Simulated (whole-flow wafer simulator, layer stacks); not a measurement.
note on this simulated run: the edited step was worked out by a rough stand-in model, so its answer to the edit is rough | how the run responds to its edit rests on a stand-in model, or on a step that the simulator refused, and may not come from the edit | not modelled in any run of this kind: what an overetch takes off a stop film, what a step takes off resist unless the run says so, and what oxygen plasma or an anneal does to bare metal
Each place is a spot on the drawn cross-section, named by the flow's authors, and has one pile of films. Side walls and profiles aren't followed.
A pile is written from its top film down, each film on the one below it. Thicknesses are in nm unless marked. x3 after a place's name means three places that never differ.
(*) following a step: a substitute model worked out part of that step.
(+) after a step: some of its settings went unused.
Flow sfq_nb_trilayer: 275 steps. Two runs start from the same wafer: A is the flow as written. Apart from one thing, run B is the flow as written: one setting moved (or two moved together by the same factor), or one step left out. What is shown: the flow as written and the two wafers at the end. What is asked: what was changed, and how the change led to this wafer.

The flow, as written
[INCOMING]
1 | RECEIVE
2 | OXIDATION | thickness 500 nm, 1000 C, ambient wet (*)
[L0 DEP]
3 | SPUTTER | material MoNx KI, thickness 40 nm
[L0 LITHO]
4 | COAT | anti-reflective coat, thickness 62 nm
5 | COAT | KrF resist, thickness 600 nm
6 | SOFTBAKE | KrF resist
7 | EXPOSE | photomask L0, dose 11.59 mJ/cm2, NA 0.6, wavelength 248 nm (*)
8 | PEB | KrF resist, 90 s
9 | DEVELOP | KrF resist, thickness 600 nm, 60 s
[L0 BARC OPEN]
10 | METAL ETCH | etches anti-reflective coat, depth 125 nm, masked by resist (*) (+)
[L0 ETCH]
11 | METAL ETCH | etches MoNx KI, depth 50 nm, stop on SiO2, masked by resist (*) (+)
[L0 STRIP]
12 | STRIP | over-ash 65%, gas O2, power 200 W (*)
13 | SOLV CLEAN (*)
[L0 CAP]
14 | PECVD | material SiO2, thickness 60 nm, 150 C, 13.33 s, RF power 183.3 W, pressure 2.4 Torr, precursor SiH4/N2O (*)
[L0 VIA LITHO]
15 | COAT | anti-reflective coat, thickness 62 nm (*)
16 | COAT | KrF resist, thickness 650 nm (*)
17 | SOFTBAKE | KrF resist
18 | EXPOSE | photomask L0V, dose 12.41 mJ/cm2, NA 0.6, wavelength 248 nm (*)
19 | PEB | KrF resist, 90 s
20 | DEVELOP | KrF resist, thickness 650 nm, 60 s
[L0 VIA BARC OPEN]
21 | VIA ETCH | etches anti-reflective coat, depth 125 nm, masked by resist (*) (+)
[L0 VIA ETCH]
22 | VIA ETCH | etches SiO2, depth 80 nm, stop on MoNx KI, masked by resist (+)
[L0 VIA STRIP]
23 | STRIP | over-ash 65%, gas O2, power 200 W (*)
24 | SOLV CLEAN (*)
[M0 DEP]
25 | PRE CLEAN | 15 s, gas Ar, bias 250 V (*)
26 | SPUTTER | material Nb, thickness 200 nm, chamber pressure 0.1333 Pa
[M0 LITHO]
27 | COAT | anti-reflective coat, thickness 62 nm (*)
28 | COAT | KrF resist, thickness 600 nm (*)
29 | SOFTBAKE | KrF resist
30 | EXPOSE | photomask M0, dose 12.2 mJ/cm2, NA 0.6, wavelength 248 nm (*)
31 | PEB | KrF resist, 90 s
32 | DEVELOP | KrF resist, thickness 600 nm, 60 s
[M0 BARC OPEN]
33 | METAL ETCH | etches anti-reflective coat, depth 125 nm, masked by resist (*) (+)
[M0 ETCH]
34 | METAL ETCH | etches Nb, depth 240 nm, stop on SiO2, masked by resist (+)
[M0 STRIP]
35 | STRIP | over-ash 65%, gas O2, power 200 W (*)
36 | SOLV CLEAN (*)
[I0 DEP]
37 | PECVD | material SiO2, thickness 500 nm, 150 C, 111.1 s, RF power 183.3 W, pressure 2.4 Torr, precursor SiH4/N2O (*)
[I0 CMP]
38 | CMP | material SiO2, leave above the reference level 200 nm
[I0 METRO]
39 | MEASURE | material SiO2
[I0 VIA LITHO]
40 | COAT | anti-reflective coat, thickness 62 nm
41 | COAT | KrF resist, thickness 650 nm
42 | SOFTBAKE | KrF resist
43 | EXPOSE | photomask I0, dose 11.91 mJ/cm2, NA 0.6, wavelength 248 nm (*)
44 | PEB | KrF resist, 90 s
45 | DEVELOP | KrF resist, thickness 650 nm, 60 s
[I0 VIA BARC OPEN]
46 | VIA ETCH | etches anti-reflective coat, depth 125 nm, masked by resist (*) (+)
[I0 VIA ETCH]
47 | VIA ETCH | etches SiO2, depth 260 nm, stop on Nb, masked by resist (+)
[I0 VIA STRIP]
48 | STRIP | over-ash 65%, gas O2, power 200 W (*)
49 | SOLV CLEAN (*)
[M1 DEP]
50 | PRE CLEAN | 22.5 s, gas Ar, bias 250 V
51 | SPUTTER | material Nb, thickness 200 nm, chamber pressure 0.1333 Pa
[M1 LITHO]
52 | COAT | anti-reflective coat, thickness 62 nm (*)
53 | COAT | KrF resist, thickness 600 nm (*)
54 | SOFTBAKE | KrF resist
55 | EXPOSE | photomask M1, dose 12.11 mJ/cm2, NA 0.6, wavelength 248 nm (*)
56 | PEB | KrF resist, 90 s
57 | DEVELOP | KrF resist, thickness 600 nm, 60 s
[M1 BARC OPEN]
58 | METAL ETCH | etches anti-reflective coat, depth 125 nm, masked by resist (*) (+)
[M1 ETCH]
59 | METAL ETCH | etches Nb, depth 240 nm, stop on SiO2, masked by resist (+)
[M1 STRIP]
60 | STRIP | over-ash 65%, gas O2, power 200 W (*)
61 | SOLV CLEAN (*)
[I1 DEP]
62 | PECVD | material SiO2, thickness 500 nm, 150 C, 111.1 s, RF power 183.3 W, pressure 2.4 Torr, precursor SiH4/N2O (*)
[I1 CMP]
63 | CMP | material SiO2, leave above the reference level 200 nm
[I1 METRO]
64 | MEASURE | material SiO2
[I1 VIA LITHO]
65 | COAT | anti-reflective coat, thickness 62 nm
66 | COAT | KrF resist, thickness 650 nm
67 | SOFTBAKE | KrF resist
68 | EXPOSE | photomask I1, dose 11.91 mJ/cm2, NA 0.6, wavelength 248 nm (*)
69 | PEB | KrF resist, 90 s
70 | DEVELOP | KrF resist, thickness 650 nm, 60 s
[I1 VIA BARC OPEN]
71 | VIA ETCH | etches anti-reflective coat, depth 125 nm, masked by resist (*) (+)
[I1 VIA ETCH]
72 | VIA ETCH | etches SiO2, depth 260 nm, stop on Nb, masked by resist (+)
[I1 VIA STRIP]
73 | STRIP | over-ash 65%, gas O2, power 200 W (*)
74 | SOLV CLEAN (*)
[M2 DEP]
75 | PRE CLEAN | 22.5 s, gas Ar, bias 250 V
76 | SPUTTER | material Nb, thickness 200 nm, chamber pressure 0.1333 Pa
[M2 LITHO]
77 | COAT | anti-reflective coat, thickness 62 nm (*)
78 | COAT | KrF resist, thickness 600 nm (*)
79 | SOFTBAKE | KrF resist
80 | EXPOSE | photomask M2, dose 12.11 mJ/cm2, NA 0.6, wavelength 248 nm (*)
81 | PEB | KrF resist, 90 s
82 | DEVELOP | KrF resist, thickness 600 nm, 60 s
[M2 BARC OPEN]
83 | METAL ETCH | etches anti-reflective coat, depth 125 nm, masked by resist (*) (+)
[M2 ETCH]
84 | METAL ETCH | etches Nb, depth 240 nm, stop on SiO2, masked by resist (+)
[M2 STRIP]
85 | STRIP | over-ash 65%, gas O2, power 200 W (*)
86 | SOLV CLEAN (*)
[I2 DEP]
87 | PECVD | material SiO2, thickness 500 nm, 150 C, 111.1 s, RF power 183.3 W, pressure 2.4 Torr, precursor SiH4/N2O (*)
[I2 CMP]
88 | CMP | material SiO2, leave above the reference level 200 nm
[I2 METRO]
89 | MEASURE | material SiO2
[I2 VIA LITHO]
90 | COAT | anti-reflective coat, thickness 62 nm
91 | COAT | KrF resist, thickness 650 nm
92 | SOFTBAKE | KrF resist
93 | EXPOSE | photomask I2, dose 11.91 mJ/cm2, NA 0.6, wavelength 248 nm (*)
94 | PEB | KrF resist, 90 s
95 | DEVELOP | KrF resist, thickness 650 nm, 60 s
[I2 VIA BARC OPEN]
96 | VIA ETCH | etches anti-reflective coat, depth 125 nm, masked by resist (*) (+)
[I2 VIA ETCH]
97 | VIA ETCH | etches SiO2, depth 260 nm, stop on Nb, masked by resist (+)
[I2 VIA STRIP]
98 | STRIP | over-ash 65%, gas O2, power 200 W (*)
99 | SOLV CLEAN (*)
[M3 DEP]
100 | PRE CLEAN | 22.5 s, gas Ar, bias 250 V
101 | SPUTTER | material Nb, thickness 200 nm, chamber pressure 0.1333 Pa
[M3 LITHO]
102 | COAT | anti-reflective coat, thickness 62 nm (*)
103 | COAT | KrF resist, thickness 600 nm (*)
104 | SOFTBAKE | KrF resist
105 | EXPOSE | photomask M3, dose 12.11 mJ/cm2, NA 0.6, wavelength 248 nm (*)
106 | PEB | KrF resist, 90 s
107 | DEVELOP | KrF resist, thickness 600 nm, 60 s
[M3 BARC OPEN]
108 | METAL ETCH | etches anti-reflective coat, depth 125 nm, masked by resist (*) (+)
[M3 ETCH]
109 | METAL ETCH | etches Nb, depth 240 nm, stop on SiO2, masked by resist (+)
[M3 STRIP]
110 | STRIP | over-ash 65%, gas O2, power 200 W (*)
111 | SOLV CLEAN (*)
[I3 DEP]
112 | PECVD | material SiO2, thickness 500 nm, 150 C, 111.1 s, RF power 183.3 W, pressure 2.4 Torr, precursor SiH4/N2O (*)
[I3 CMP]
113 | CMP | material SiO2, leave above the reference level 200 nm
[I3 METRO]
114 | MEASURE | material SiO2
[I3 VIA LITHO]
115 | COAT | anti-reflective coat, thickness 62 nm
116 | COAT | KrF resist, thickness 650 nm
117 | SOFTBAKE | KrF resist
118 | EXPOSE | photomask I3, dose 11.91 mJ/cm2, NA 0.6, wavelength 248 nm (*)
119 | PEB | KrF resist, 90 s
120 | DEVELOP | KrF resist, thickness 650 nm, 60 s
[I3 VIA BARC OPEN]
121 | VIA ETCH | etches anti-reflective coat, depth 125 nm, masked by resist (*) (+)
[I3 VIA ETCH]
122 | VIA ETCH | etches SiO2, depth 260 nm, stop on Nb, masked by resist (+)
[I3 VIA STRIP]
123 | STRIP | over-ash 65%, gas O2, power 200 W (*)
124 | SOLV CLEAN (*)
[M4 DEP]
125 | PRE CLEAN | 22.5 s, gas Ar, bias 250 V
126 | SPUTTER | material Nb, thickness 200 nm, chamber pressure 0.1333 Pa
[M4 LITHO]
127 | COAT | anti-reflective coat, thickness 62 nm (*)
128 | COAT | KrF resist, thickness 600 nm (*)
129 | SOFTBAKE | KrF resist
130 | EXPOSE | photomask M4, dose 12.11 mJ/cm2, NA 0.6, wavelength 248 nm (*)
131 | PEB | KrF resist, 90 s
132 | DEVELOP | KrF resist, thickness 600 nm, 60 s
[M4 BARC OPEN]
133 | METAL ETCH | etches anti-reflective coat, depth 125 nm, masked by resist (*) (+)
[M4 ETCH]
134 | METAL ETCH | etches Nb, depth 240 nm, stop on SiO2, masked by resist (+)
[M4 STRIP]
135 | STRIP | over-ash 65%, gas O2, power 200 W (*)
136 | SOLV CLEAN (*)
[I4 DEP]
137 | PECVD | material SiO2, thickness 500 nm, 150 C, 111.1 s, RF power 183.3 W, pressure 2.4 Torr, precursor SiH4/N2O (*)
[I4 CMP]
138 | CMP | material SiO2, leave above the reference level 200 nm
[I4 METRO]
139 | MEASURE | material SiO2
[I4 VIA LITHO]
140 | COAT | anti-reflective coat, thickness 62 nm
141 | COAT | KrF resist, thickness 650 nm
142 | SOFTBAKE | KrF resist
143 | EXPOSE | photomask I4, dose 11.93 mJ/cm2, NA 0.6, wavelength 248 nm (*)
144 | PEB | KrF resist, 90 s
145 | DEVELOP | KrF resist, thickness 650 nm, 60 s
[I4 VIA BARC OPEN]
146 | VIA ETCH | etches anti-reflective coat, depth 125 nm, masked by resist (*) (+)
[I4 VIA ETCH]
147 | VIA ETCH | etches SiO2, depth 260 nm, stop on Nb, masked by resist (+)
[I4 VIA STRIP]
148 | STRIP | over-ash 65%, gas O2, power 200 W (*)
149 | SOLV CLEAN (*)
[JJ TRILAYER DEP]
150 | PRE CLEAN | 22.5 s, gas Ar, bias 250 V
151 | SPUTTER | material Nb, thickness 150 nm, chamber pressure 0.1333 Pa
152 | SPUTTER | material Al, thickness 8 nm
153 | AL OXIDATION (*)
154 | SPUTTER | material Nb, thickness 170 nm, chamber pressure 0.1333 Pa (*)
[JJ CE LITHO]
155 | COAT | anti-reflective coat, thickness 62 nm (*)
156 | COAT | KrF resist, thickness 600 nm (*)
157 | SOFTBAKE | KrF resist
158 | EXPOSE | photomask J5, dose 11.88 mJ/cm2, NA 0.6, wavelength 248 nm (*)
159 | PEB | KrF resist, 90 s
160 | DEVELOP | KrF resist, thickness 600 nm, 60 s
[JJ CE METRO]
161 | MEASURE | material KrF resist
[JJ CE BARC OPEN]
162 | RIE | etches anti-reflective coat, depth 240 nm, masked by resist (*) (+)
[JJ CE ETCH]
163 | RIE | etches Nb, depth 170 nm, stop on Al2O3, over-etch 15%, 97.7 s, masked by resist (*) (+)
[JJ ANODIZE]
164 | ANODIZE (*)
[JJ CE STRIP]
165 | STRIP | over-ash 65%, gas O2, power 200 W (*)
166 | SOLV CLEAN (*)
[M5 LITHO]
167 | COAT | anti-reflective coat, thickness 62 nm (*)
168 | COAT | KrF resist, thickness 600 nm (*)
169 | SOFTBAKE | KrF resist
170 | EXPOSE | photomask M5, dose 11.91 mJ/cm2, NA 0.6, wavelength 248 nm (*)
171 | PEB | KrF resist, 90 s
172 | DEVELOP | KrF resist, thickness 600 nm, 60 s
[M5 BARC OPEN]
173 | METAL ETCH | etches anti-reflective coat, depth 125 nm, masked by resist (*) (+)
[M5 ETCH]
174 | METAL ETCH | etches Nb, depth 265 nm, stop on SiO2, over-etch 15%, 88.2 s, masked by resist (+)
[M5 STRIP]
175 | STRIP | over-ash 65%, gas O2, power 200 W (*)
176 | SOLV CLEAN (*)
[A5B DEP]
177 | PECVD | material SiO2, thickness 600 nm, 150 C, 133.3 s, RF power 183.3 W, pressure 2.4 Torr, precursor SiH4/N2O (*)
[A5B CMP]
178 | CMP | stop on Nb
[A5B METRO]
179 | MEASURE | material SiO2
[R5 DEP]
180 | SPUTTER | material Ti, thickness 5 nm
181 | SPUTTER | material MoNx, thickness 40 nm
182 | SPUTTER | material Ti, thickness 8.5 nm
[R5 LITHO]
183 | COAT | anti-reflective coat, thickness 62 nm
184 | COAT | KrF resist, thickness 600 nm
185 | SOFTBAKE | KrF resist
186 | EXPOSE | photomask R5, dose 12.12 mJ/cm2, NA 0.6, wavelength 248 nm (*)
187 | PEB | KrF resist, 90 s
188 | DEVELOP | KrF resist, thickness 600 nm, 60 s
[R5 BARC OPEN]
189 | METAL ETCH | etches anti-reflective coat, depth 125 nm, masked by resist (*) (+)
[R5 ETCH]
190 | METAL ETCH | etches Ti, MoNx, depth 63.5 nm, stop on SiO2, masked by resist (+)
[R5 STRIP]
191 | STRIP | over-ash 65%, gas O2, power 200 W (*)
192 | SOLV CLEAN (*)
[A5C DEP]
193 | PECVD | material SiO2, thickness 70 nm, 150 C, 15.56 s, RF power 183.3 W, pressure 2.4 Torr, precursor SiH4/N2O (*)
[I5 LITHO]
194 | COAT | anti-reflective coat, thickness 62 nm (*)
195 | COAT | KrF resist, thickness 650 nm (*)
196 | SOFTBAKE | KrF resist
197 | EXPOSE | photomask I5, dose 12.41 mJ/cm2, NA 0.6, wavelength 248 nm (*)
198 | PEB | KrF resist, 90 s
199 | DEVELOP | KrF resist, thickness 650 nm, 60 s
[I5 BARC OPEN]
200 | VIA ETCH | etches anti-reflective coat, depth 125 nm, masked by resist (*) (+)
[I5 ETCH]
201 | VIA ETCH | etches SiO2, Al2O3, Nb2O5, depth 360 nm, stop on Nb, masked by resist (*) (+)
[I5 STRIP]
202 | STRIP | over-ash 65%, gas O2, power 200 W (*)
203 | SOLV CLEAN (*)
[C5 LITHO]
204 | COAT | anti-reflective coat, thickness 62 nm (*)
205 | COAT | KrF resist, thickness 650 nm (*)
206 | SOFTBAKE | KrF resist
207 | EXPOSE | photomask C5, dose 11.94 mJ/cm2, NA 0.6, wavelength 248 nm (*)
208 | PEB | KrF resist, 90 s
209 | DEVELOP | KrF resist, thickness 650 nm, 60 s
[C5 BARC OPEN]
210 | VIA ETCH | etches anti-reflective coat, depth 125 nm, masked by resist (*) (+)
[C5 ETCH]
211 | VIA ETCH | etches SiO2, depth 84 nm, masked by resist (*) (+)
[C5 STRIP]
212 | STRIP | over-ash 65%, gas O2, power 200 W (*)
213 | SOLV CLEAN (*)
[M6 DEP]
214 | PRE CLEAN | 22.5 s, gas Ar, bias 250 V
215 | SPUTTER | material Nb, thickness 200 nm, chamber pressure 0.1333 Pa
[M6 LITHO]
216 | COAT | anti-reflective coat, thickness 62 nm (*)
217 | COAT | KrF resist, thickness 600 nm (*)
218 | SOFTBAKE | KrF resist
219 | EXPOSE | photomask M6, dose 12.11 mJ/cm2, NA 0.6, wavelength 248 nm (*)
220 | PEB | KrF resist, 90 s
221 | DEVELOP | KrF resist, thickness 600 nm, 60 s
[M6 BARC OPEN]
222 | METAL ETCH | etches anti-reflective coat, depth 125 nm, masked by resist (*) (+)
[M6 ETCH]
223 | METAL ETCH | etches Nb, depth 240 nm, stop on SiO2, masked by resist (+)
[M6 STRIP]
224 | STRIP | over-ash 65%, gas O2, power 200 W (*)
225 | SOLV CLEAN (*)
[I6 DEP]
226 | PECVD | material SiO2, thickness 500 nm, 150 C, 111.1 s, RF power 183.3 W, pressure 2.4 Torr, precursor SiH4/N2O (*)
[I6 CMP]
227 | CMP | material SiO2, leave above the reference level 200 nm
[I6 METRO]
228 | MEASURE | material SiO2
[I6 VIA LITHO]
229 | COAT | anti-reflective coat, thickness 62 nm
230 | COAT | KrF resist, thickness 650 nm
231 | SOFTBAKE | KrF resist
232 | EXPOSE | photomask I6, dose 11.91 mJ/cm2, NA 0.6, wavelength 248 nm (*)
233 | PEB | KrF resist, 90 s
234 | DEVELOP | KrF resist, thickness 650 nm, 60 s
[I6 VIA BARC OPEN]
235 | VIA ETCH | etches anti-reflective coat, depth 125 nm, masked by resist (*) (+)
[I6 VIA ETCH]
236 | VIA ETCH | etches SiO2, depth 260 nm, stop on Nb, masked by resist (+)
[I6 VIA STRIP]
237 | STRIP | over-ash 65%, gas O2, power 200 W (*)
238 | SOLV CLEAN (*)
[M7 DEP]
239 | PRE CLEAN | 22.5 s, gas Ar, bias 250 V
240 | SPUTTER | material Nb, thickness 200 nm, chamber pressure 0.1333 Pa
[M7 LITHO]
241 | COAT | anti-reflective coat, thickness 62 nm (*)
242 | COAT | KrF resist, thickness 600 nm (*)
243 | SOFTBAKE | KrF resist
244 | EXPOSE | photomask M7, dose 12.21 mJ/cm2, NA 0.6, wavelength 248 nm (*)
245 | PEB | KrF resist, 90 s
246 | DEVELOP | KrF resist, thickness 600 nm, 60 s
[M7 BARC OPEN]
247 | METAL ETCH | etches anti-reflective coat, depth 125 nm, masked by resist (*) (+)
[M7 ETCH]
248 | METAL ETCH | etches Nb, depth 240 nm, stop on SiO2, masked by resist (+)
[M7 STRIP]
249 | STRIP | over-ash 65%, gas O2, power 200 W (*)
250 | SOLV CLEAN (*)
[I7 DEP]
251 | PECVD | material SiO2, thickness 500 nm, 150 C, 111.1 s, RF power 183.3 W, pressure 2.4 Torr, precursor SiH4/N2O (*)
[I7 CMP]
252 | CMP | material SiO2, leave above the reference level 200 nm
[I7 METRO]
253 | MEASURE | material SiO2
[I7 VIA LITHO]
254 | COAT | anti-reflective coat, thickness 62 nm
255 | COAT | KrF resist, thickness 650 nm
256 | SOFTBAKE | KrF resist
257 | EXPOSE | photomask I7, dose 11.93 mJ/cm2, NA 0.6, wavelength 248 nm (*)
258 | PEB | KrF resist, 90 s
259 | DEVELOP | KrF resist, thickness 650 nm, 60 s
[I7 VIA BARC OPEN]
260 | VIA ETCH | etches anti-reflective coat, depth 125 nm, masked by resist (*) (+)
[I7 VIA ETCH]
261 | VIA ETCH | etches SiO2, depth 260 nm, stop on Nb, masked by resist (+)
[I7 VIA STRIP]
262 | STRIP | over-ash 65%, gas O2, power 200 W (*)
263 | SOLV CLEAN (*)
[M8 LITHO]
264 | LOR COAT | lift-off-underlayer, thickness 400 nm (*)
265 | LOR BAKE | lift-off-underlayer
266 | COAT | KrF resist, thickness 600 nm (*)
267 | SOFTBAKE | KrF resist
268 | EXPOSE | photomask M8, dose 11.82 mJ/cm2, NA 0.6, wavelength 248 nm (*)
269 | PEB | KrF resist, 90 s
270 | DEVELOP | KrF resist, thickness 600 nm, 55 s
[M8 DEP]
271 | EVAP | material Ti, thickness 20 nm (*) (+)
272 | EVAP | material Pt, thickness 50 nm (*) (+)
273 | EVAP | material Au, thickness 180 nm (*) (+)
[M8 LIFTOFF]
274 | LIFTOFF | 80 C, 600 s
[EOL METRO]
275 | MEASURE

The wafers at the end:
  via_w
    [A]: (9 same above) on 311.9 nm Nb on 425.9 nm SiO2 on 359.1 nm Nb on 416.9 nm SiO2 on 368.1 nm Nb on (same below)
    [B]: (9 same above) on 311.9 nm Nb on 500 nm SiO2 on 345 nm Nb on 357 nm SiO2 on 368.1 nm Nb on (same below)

What caused this: step 62, PECVD: thickness 335 nm was run, while the flow as written has thickness 500 nm; step 62, PECVD: 74.44 s was run, where the flow has 111.1 s.

The path from the change to this, step by step:
  62 | PECVD | material SiO2, thickness 500 nm, 150 C, 111.1 s, RF power 183.3 W, pressure 2.4 Torr, precursor SiH4/N2O (*)
      field_l, be, be_sur and 72 more: A +500 SiO2 | B +335 SiO2
      v_sur, via_wl, via_wr and 20 more: A +500 SiO2 (new film) | B +335 SiO2 (new film)
      (also at 8 further places)
  63 | CMP | material SiO2, leave above the reference level 200 nm
      field_l, be, be_sur and 72 more: A -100 SiO2 | B nothing
      lsp_m, ln_m6, lsp_r, l0_sur, l0v: A -94.9 SiO2 | B nothing
      (also at 26 further places)
  65 | COAT | anti-reflective coat, thickness 62 nm
      m0r_line_l, m0r_line_r, m6r_line_l, m6r_line_r, m7r_line_l, m7r_line_r: A +62 anti-reflective coat (new film) | B +63.6 anti-reflective coat (new film)
      m0r_space_l, m0r_space_r, m6r_space_l, m6r_space_r, m7r_space_l, m7r_space_r: A +62 anti-reflective coat (new film) | B +71.3 anti-reflective coat (new film)
      (also at 59 further places)
  66 | COAT | KrF resist, thickness 650 nm
      m5r_linepad_l, m5r_linepad_r: A +650 KrF resist (new film) | B +636.6 KrF resist (new film)
      v_sur: A +650 KrF resist (new film) | B +623.3 KrF resist (new film)
      (also at 16 further places)
  70 | DEVELOP | KrF resist, thickness 650 nm, 60 s
      via_v: A -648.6 KrF resist (all of it) | B -625.3 KrF resist (all of it)
  71 | VIA ETCH | etches anti-reflective coat, depth 125 nm, masked by resist (*) (+)
      field_l, v_sur, via_wl and 102 more: A -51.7 KrF resist | B -47.4 KrF resist
      via_v: A -62 anti-reflective coat (all of it), -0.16 SiO2 | B -56.9 anti-reflective coat (all of it), -0.14 SiO2
  73 | STRIP | over-ash 65%, gas O2, power 200 W (*)
      m0r_line_l, m0r_line_r, m6r_line_l, m6r_line_r, m7r_line_l, m7r_line_r: A -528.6 KrF resist (all of it), -62 anti-reflective coat (all of it) | B -545.3 KrF resist (all of it), -63.6 anti-reflective coat (all of it)
      m0r_space_l, m0r_space_r, m6r_space_l, m6r_space_r, m7r_space_l, m7r_space_r: A -528.6 KrF resist (all of it), -62 anti-reflective coat (all of it) | B -540.1 KrF resist (all of it), -71.3 anti-reflective coat (all of it)
      (also at 62 further places)
  76 | SPUTTER | material Nb, thickness 200 nm, chamber pressure 0.1333 Pa
      be, lsp_l: A +200 Nb (new film) | B +194.7 Nb (new film)
      via_w: A +200 Nb (new film) | B +195.4 Nb (new film)
  77 | COAT | anti-reflective coat, thickness 62 nm (*)
      m0r_line_r, m5r_line_l, m5r_line_r, m6r_line_r, m7r_line_r: A +62 anti-reflective coat (new film) | B +63.5 anti-reflective coat (new film)
      m0r_line_l, m6r_line_l, m7r_line_l, m8r_gap_c: A +62 anti-reflective coat (new film) | B +63.4 anti-reflective coat (new film)
      (also at 61 further places)
  78 | COAT | KrF resist, thickness 600 nm (*)
      m5r_linepad_l, m5r_linepad_r: A +600 KrF resist (new film) | B +586.3 KrF resist (new film)
      v_sur: A +597.7 KrF resist (new film) | B +570.4 KrF resist (new film)
      (also at 20 further places)
  82 | DEVELOP | KrF resist, thickness 600 nm, 60 s
      m5r_linepad_l, m5r_linepad_r: A -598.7 KrF resist (all of it) | B -585.1 KrF resist (all of it)
      be: A -591.6 KrF resist (all of it) | B -604.9 KrF resist (all of it)
      (also at 12 further places)
  83 | METAL ETCH | etches anti-reflective coat, depth 125 nm, masked by resist (*) (+)
      v_sur, via_wl, via_w and 19 more: A -51.7 KrF resist | B -52.9 KrF resist
      m0r_line_r, m5r_line_l, m5r_line_r, m6r_line_r, m7r_line_r: A -62 anti-reflective coat (all of it) | B -63.5 anti-reflective coat (all of it)
      (also at 43 further places)
  84 | METAL ETCH | etches Nb, depth 240 nm, stop on SiO2, masked by resist (+)
      be, lsp_l: A -200 Nb (all of it) | B -194.7 Nb (all of it)
  85 | STRIP | over-ash 65%, gas O2, power 200 W (*)
      wl_a_sr, wl_b_m5: A -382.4 KrF resist (all of it), -62 anti-reflective coat (all of it) | B -375.2 KrF resist (all of it), -60.6 anti-reflective coat (all of it)
      v_sur: A -380 KrF resist (all of it), -61.4 anti-reflective coat (all of it) | B -351.7 KrF resist (all of it), -48.7 anti-reflective coat (all of it)
      (also at 19 further places)
  88 | CMP | material SiO2, leave above the reference level 200 nm
      field_l, be, be_sur and 79 more: A -100 SiO2 | B -35 SiO2
      via_w: A -300 SiO2 | B -235.4 SiO2
  97 | VIA ETCH | etches SiO2, depth 260 nm, stop on Nb, masked by resist (+)
      via_w: A -199.8 SiO2 (all of it) | B -260 SiO2
  ... 5 further steps ...
  112 | PECVD | material SiO2, thickness 500 nm, 150 C, 111.1 s, RF power 183.3 W, pressure 2.4 Torr, precursor SiH4/N2O (*)
      via_w: A +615 SiO2 (new film) | B +689.1 SiO2 (new film)
